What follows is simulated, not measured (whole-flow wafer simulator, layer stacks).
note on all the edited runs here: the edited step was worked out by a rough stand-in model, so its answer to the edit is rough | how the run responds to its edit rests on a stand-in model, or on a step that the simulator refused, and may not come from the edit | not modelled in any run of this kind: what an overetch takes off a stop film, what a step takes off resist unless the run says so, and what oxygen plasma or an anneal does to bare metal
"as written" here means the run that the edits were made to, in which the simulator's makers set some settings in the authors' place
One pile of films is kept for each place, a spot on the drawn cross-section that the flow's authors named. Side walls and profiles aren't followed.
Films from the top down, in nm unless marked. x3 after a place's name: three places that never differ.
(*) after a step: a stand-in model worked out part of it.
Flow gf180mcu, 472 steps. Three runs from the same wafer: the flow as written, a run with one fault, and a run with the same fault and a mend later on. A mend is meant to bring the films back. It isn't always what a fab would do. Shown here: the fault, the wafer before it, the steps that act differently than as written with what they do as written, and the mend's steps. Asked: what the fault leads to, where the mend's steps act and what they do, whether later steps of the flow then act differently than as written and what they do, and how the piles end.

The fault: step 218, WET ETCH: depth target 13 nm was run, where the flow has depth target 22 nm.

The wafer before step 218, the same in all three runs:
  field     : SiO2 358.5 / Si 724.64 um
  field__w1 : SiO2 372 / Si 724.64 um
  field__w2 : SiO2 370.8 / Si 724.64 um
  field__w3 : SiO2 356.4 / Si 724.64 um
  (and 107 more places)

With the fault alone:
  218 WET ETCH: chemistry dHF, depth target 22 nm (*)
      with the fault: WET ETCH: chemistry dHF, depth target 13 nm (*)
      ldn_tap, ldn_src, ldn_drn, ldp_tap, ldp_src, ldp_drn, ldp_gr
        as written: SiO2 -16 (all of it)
        with the fault: SiO2 -13.5
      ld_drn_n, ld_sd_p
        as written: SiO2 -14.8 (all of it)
        with the fault: SiO2 -13.2
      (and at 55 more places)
  Later steps of the flow that act differently than as written (6 more steps differ only slightly, by at most 2% or 0.5 nm, whichever is larger, and aren't shown):
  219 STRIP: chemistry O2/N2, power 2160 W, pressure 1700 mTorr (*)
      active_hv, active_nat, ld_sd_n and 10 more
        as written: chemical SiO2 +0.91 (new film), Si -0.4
        with the fault: nothing
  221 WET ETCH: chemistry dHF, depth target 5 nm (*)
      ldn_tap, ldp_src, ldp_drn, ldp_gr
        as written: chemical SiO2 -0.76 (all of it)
        with the fault: SiO2 -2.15 (all of it)
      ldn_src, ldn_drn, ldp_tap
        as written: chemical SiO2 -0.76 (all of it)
        with the fault: SiO2 -2.14 (all of it)
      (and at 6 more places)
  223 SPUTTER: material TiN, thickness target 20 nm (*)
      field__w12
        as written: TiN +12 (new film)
        with the fault: TiN +12.6 (new film)
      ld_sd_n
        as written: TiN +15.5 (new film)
        with the fault: TiN +16.2 (new film)
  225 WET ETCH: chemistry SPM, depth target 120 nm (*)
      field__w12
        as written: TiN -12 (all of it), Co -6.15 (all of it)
        with the fault: TiN -12.6 (all of it), Co -6.34 (all of it)
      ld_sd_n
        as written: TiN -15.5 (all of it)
        with the fault: TiN -16.2 (all of it)
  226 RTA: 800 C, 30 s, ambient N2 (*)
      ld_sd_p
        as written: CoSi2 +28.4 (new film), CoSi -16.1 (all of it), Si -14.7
        with the fault: CoSi2 +29 (new film), CoSi -16.5 (all of it), Si -15.1
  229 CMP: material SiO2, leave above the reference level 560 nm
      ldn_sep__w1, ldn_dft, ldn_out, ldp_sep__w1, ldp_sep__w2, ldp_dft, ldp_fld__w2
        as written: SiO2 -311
        with the fault: SiO2 -320.9
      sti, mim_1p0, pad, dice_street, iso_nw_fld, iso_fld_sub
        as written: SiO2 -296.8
        with the fault: SiO2 -306.7
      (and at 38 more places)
  At the end the piles differ from the flow's by more than 2% or 0.5 nm, whichever is larger, at ld_sd_p.
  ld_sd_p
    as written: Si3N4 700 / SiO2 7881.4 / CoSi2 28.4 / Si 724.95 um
    with the fault: Si3N4 700 / SiO2 7880.8 / CoSi2 29 / Si 724.95 um

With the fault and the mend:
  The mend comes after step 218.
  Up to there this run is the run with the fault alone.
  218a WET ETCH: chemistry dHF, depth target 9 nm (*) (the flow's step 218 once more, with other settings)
      field, field__w1, field__w2 and 47 more
        SiO2 -9
      ldn_tap, ldp_src, ldp_drn, ldp_gr
        SiO2 -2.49 (all of it)
      ldn_src, ldn_drn, ldp_tap
        SiO2 -2.48 (all of it)
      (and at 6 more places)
  No later step of the flow acts differently than as written, at any place that is followed, by more than 2% or 0.5 nm, whichever is larger.
  At the end the piles differ from the flow's only slightly at the places that both follow, by at most 2% or 0.5 nm, whichever is larger.
